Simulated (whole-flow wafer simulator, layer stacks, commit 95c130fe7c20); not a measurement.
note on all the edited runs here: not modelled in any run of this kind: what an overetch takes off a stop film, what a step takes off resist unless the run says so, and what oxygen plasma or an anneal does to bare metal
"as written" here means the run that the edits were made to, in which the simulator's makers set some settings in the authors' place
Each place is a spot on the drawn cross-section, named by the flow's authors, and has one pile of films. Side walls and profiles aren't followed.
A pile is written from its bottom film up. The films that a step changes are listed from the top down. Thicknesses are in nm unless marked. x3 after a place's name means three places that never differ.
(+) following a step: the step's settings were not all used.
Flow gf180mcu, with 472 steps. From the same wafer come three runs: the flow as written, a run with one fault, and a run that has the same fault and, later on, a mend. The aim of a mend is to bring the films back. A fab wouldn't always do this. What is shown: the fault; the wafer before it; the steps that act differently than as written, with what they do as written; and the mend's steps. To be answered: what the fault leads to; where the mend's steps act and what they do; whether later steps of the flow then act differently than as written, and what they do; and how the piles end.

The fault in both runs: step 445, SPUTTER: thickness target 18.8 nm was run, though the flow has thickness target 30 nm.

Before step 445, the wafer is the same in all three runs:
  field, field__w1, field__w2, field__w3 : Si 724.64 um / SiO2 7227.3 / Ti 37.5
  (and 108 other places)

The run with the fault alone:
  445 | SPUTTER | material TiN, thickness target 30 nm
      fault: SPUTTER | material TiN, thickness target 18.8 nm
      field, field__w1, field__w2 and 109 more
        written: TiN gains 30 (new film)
        fault: TiN gains 18.8 (new film)
  Steps later in the flow that act otherwise than as written (5 other steps are not shown; they differ only slightly, by no more than 2% or 0.5 nm, whichever is larger):
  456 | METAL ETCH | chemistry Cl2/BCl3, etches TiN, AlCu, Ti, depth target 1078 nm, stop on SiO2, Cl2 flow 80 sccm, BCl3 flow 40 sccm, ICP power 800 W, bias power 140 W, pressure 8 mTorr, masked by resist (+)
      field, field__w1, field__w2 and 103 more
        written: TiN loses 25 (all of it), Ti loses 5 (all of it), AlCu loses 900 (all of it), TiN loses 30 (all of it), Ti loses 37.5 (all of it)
        fault: TiN loses 25 (all of it), Ti loses 5 (all of it), AlCu loses 900 (all of it), TiN loses 18.8 (all of it), Ti loses 37.5 (all of it)
  The piles end different from the flow's at field__w8, contact, m1, m1__w1, pad, m1_nw by more than 2% or 0.5 nm, whichever is larger.
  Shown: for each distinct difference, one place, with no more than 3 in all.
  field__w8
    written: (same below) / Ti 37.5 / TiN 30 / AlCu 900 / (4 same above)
    fault: (same below) / Ti 37.5 / TiN 18.8 / AlCu 900 / (4 same above)
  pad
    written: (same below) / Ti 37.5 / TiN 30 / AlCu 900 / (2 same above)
    fault: (same below) / Ti 37.5 / TiN 18.8 / AlCu 900 / (2 same above)

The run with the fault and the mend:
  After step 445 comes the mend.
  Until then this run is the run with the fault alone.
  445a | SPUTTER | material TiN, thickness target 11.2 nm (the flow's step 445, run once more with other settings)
      field, field__w1, field__w2 and 109 more
        TiN gains 11.2
  Later steps of the flow that are run all act as written at every place that is followed.
  At every place that both follow, the piles at the end match the flow's.
